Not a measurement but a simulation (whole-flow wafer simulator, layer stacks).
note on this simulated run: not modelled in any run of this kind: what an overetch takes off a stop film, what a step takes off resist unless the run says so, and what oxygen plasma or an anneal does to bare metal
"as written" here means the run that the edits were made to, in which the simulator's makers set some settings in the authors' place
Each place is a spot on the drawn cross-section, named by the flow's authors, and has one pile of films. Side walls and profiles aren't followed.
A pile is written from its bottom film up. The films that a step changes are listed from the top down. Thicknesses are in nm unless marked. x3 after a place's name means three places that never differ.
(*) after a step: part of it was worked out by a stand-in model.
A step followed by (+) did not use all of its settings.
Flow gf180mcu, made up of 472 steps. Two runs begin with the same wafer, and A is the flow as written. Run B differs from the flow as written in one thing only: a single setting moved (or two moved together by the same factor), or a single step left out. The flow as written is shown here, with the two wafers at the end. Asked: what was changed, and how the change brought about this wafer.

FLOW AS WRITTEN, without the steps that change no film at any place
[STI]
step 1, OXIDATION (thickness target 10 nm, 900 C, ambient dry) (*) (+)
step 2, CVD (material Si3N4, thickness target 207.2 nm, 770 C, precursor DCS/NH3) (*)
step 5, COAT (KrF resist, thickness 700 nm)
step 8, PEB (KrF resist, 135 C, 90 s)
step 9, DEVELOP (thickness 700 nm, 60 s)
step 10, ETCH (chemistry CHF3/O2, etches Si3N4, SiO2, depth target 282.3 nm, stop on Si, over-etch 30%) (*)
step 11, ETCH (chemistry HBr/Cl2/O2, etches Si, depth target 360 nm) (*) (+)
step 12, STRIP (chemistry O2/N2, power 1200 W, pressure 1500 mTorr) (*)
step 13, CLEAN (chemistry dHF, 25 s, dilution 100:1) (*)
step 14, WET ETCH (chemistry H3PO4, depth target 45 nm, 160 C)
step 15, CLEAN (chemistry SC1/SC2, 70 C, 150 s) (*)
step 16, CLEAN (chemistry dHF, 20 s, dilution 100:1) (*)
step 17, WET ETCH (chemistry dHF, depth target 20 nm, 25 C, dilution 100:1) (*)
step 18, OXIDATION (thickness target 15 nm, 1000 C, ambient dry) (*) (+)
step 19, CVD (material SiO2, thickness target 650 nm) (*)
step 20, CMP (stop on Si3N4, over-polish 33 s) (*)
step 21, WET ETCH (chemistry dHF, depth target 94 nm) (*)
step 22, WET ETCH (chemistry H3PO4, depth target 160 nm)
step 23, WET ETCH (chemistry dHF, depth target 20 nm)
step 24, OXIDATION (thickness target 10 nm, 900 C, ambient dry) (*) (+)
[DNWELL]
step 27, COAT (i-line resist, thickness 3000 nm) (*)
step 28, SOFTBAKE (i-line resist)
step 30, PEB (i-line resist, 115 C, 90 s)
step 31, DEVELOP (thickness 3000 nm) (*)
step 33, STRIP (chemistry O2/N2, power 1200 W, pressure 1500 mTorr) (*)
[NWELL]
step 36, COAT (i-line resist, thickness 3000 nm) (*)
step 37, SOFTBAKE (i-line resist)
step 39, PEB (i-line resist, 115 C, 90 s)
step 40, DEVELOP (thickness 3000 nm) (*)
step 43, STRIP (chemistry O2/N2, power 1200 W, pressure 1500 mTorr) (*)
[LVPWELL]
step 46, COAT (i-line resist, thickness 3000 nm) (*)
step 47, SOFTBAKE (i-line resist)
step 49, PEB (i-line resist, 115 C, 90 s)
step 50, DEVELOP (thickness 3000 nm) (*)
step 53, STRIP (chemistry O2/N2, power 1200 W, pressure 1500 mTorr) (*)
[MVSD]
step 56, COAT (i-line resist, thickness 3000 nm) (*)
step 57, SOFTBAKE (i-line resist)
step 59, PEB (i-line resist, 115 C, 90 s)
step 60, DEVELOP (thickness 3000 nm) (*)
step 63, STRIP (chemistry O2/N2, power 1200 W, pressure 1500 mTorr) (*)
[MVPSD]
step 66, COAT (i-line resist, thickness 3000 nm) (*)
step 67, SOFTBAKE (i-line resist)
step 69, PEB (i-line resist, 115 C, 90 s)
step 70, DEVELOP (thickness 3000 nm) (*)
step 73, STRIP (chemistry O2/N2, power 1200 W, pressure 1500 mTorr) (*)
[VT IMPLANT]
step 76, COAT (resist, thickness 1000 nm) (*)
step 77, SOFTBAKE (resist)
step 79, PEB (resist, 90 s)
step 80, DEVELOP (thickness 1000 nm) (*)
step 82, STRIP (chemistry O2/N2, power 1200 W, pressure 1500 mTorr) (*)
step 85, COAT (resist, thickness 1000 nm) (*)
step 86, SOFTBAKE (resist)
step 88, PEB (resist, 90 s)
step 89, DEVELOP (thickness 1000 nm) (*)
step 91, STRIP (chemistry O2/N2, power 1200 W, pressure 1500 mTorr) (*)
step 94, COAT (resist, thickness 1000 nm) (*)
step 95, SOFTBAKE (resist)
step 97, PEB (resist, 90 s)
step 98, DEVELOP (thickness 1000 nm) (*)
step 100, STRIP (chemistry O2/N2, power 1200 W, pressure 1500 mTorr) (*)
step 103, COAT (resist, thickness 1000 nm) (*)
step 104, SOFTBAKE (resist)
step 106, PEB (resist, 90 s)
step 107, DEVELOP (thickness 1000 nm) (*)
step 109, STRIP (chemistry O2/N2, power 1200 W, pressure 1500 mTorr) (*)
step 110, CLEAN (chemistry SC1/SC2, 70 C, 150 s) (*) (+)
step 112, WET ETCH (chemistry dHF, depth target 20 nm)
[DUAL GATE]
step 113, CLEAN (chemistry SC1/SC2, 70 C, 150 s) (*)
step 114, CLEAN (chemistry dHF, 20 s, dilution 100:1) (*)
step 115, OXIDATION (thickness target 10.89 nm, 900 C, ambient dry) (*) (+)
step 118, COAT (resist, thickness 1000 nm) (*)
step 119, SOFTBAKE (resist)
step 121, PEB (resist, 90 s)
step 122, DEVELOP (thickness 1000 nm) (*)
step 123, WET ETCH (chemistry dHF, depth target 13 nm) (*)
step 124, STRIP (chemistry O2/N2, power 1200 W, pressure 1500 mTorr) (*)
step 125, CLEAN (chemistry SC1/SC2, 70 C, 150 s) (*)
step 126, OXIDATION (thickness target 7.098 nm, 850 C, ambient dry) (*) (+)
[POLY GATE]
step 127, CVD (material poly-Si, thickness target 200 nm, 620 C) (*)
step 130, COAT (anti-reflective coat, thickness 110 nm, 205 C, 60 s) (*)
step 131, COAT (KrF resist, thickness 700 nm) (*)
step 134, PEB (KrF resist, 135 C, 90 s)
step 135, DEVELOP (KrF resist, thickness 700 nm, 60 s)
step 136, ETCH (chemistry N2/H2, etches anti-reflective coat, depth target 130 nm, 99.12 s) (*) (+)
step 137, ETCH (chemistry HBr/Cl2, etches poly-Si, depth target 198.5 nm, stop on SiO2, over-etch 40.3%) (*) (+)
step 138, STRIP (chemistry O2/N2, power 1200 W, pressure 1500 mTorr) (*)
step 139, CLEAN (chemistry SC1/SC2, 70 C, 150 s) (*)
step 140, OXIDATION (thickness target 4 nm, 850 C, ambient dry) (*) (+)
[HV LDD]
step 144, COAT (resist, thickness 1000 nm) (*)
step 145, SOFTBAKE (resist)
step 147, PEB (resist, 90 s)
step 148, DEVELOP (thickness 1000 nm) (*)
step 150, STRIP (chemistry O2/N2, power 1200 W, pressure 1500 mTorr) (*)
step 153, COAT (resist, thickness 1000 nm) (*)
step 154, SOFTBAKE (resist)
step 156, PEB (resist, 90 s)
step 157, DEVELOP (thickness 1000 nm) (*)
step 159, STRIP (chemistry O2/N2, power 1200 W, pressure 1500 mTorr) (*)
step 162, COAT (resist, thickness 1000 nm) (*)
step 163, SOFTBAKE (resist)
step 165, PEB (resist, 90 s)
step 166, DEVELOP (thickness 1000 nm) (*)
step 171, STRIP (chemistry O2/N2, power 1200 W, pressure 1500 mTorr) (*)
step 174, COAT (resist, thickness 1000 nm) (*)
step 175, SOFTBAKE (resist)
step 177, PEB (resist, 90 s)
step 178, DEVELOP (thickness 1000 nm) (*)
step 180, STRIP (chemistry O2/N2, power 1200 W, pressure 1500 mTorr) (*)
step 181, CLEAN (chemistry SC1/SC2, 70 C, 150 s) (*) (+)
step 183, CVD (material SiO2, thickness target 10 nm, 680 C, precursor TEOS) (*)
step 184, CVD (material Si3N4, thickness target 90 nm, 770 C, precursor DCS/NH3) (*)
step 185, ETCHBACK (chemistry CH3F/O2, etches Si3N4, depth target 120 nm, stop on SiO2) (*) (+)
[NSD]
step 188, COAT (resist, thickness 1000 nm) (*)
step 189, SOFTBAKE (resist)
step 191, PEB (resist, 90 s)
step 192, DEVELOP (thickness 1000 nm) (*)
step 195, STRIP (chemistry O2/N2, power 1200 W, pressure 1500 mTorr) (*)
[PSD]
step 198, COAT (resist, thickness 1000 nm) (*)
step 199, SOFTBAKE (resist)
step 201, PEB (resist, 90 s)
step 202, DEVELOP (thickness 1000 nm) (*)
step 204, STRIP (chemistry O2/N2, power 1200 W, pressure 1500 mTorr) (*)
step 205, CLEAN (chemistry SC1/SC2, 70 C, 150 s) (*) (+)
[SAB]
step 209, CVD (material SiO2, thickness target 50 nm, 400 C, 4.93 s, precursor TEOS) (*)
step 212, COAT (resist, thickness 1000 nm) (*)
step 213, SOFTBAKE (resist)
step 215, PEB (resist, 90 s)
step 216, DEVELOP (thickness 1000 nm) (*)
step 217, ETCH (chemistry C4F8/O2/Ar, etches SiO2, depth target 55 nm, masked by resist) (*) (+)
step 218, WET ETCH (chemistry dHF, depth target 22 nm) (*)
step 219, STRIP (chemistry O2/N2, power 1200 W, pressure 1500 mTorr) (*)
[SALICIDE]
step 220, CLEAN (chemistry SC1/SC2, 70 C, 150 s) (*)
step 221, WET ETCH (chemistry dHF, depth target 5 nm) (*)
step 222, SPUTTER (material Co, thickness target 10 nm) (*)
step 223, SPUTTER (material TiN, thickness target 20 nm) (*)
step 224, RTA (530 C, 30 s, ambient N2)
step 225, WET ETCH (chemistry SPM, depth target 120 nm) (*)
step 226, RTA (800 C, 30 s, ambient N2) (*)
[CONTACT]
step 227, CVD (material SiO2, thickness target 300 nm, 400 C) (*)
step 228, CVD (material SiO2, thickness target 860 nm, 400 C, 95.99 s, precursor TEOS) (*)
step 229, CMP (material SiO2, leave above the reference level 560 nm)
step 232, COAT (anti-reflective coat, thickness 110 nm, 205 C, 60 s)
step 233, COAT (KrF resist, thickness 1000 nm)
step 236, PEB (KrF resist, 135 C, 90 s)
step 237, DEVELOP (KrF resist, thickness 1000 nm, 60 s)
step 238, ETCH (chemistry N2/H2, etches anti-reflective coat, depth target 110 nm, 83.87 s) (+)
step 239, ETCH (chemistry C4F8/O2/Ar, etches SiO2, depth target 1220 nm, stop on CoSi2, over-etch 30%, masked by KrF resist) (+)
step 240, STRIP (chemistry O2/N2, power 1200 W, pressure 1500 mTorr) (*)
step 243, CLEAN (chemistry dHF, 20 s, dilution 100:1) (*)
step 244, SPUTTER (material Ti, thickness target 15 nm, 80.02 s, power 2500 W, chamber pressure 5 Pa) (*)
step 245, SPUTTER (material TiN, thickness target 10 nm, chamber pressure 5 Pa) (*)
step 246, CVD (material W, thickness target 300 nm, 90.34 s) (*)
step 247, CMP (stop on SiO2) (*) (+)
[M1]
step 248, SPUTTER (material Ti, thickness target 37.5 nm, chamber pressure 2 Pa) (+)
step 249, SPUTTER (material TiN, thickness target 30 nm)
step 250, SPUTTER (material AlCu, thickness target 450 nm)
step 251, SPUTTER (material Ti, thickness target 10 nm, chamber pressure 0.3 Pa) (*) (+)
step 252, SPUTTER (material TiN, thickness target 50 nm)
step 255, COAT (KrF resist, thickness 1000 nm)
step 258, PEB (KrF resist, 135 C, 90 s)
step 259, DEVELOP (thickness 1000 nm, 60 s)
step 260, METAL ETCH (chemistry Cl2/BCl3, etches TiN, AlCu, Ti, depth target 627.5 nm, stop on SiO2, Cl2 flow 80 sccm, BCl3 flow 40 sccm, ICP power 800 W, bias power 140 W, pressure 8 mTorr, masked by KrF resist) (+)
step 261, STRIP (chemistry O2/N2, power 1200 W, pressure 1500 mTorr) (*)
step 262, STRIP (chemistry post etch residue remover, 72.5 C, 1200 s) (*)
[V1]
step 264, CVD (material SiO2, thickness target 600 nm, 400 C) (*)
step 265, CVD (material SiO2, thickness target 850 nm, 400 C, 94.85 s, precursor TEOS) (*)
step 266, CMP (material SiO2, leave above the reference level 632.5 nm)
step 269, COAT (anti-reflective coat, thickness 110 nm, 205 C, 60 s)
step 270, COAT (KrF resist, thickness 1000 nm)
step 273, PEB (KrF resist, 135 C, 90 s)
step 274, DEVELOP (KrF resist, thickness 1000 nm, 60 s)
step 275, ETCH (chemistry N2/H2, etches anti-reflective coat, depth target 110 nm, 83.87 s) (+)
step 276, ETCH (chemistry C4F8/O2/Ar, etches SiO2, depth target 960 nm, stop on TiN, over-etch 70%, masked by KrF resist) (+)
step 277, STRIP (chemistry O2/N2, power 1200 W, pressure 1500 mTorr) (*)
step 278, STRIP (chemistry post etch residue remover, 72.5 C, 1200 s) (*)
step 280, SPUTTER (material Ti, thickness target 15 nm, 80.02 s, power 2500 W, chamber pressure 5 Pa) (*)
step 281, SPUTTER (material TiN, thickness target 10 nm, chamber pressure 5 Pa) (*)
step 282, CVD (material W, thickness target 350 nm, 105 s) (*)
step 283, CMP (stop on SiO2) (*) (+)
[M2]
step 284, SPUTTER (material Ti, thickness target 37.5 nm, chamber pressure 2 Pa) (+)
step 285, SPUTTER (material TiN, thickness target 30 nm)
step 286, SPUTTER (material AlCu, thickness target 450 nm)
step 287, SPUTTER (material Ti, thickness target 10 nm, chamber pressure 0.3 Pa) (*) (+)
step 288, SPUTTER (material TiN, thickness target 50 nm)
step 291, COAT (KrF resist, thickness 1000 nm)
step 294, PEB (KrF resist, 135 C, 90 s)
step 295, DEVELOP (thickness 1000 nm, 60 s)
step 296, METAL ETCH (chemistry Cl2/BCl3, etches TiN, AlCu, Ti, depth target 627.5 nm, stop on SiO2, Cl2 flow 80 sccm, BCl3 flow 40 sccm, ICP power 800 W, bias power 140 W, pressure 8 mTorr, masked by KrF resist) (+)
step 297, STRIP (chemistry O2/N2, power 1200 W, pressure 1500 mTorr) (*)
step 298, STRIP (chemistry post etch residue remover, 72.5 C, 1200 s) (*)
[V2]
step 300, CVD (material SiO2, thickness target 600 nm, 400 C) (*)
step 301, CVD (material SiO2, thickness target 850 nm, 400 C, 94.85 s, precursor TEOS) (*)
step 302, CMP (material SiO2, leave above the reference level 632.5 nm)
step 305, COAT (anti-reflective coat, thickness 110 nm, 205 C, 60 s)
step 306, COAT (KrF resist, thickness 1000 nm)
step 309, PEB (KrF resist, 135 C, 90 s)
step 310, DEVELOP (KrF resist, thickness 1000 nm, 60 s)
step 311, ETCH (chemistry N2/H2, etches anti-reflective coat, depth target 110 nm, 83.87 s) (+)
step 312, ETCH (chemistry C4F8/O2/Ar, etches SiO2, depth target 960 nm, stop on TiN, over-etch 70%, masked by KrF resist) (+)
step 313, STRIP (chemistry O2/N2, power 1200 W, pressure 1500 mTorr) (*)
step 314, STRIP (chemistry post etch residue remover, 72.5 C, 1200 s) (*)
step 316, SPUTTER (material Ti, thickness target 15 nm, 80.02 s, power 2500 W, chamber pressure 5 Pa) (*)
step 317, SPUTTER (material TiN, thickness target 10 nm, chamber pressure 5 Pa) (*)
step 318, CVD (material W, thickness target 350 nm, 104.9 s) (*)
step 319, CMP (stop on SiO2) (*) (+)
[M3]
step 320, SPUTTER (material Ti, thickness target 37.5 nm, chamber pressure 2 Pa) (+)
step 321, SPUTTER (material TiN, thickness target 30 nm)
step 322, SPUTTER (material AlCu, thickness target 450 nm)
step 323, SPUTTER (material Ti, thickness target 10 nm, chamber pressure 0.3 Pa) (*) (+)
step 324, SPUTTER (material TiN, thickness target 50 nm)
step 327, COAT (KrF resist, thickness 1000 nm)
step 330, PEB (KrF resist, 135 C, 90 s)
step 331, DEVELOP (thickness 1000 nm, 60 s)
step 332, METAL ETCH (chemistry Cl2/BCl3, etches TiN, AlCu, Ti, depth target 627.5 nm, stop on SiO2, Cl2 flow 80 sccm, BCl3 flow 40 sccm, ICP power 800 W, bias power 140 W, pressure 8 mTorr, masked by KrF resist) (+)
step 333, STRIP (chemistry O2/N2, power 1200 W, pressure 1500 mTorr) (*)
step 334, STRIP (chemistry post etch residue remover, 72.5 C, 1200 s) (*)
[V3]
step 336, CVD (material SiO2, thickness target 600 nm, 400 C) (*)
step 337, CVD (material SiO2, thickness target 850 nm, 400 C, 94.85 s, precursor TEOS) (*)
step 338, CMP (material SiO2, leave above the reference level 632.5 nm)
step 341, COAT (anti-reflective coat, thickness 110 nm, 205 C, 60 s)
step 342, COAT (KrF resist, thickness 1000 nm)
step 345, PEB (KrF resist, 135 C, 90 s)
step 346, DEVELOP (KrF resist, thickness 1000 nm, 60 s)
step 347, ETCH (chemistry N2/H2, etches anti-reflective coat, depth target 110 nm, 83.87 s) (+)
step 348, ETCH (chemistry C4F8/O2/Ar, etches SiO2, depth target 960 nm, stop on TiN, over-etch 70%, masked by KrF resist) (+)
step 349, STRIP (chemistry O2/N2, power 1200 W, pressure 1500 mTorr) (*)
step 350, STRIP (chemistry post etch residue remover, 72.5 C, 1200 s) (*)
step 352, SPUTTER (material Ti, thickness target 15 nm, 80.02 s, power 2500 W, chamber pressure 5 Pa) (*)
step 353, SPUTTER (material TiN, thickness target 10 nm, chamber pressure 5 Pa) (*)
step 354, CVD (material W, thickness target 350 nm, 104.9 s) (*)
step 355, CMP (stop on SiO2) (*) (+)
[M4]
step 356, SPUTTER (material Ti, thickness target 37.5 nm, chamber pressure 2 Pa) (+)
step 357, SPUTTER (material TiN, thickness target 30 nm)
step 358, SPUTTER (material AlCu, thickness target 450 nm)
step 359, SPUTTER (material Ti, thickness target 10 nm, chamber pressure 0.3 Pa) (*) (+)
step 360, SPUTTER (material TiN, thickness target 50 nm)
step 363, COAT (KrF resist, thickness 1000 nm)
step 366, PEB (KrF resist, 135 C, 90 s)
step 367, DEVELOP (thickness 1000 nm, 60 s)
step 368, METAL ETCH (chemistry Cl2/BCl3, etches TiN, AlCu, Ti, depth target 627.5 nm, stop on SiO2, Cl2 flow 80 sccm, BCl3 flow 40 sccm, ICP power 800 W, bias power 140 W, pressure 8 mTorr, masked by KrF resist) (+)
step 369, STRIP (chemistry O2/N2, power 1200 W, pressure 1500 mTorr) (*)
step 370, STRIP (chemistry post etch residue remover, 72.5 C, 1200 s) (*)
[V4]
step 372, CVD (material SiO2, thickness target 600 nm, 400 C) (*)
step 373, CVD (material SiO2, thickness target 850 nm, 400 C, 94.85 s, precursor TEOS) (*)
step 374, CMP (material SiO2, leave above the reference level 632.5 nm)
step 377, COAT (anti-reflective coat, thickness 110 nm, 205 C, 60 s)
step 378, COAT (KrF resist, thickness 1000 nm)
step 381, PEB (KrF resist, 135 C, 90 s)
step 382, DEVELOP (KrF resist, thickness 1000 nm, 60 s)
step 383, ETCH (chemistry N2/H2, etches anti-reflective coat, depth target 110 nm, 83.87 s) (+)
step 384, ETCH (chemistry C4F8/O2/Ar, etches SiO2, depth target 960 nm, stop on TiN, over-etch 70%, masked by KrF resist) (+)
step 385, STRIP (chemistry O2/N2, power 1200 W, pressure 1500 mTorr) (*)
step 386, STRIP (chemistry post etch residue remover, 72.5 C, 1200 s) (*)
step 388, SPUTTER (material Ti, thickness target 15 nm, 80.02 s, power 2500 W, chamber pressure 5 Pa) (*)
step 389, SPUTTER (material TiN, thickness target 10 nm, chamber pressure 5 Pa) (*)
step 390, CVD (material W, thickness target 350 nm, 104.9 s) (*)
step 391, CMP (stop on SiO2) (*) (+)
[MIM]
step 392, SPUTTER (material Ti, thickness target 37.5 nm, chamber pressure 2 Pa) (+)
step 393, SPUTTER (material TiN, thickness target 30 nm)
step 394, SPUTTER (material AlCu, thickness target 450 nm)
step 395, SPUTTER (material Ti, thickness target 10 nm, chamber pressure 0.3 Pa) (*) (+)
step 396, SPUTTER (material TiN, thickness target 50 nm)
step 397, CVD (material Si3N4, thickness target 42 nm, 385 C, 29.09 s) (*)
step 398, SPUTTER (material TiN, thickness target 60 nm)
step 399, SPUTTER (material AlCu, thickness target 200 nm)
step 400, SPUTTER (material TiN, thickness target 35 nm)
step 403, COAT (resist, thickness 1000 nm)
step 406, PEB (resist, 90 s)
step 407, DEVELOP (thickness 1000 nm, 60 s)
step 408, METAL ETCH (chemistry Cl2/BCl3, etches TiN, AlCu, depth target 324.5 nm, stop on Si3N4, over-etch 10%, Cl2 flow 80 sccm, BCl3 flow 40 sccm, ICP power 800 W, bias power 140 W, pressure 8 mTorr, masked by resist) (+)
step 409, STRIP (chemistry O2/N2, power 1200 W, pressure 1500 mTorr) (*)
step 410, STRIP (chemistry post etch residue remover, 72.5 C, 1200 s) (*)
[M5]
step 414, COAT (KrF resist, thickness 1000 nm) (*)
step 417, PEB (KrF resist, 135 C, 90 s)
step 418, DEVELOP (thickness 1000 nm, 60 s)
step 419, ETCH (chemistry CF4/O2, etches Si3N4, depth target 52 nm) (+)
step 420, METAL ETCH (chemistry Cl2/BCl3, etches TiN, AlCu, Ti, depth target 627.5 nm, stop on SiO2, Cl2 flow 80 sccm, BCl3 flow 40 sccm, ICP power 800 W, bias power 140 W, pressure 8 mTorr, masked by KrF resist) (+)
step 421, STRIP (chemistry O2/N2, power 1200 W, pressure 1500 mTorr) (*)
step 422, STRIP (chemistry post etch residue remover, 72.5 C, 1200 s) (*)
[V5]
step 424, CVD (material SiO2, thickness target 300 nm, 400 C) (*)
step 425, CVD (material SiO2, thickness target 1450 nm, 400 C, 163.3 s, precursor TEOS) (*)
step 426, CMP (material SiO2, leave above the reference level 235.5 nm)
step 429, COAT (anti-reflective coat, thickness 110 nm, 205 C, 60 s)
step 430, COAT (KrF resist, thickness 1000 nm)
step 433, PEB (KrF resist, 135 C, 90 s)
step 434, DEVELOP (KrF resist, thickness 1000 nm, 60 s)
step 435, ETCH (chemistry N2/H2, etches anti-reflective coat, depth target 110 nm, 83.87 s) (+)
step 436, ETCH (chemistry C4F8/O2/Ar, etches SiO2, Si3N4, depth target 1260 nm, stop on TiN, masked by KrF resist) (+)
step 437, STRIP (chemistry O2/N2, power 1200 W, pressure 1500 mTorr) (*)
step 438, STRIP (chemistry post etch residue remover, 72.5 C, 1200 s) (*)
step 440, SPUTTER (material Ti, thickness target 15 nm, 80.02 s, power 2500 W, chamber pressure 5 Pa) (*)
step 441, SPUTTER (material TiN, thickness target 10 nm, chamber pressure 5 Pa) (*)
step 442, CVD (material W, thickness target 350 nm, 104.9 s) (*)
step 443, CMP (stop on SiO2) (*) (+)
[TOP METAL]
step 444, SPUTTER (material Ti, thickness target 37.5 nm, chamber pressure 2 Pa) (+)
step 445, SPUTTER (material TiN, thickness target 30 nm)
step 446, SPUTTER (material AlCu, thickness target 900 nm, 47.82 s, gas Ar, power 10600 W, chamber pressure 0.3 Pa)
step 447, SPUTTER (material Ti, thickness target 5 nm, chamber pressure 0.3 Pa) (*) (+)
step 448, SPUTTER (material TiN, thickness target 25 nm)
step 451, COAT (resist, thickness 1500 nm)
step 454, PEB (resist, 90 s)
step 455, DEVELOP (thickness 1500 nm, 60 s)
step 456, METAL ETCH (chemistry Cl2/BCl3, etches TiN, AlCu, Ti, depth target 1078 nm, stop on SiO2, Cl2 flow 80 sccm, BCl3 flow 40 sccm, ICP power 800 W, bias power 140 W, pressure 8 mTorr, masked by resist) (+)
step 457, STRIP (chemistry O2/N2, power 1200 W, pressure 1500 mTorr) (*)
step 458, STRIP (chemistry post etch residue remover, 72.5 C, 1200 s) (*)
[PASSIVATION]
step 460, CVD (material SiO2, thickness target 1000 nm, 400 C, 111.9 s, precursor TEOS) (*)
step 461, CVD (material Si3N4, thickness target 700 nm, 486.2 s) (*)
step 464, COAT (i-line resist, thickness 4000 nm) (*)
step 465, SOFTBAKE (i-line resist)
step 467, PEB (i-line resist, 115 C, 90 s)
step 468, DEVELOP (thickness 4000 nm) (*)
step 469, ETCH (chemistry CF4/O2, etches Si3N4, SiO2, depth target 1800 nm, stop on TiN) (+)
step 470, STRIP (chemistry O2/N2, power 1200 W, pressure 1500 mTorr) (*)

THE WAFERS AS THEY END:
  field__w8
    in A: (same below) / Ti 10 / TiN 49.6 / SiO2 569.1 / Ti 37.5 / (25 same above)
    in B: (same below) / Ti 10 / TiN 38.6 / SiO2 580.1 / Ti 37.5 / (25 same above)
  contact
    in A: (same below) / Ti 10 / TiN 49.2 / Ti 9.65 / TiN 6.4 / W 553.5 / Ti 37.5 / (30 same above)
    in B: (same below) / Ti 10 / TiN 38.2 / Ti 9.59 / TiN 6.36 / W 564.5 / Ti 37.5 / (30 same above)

What caused this: step 288, SPUTTER: thickness target 39.06 nm was run, whereas the flow has thickness target 50 nm.

The path from the change to this, step by step:
  step 288, SPUTTER (material TiN, thickness target 50 nm)
      field, field__w1, field__w2 and 108 more: A +50 TiN (new film) | B +39.1 TiN (new film)
  step 296, METAL ETCH (chemistry Cl2/BCl3, etches TiN, AlCu, Ti, depth target 627.5 nm, stop on SiO2, Cl2 flow 80 sccm, BCl3 flow 40 sccm, ICP power 800 W, bias power 140 W, pressure 8 mTorr, masked by KrF resist) (+)
      field, field__w1, field__w2 and 103 more: A -50 TiN (all of it), -10 Ti (all of it), -450 AlCu (all of it), -30 TiN (all of it), -37.5 Ti (all of it) | B -39.1 TiN (all of it), -10 Ti (all of it), -450 AlCu (all of it), -30 TiN (all of it), -37.5 Ti (all of it)
